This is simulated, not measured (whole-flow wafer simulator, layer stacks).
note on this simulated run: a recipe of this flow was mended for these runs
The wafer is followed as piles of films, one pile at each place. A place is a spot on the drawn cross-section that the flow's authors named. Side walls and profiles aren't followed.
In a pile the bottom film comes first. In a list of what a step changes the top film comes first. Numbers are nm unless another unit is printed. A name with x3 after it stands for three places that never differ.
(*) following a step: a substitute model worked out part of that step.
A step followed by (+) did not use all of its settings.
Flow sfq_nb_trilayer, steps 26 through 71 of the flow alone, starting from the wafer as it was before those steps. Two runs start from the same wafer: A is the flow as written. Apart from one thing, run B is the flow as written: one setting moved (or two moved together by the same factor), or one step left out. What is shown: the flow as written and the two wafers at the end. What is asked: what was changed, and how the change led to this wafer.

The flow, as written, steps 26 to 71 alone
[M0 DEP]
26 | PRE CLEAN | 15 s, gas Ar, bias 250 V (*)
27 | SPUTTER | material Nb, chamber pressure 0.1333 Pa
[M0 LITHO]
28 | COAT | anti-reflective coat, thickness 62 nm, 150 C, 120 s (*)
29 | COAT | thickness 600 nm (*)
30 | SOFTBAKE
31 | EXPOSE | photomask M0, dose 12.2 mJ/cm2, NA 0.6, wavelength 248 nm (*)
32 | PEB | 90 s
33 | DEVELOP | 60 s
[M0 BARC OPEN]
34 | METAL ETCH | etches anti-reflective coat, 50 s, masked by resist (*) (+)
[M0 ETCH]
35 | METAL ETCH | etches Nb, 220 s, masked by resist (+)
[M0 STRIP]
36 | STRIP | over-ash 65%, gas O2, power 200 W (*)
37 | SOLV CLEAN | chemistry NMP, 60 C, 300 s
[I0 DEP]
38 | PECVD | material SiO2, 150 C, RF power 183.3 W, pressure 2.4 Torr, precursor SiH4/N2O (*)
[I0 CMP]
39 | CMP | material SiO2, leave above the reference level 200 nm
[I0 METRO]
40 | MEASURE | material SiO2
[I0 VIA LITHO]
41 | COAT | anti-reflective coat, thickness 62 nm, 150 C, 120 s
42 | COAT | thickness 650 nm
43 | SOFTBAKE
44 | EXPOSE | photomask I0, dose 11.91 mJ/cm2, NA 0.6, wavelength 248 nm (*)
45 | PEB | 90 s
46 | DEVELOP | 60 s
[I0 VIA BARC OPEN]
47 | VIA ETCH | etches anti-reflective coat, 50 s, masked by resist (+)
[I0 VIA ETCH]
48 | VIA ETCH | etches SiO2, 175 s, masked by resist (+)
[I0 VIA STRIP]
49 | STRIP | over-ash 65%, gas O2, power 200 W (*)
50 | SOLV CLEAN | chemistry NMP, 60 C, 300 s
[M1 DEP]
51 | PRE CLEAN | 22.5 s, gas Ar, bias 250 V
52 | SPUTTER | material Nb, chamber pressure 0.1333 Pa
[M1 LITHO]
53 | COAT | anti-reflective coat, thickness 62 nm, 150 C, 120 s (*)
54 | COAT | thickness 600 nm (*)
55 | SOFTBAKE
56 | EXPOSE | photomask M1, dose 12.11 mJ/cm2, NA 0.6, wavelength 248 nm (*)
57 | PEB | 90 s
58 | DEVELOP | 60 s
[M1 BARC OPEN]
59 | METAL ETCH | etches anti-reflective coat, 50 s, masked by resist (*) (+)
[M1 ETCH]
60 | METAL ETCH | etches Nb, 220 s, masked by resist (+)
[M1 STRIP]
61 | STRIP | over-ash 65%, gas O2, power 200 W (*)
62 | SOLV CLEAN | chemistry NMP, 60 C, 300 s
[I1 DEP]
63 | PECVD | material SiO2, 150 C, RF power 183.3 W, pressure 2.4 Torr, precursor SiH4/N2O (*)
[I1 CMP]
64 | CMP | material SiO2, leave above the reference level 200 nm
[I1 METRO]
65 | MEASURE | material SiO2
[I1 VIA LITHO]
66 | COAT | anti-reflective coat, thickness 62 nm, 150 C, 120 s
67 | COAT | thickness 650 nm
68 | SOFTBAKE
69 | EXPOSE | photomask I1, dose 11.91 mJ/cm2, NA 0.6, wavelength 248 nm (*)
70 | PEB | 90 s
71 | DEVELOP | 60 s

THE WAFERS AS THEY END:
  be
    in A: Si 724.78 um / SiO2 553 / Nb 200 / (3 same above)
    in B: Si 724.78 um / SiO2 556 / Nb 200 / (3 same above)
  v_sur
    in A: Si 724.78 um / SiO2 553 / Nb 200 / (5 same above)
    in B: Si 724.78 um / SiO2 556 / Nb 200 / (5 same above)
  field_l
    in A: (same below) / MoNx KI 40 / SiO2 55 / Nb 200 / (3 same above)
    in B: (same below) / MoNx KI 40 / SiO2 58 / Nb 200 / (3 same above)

The reason: step 26, PRE CLEAN: 6 s was run, whereas the flow has 15 s.

How this came from the change, step by step:
  26 | PRE CLEAN | 15 s, gas Ar, bias 250 V (*)
      field_l, v_sur, via_wl and 102 more: A SiO2 loses 5 | B SiO2 loses 2
      l0v: A MoNx KI loses 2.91 | B MoNx KI loses 1.04
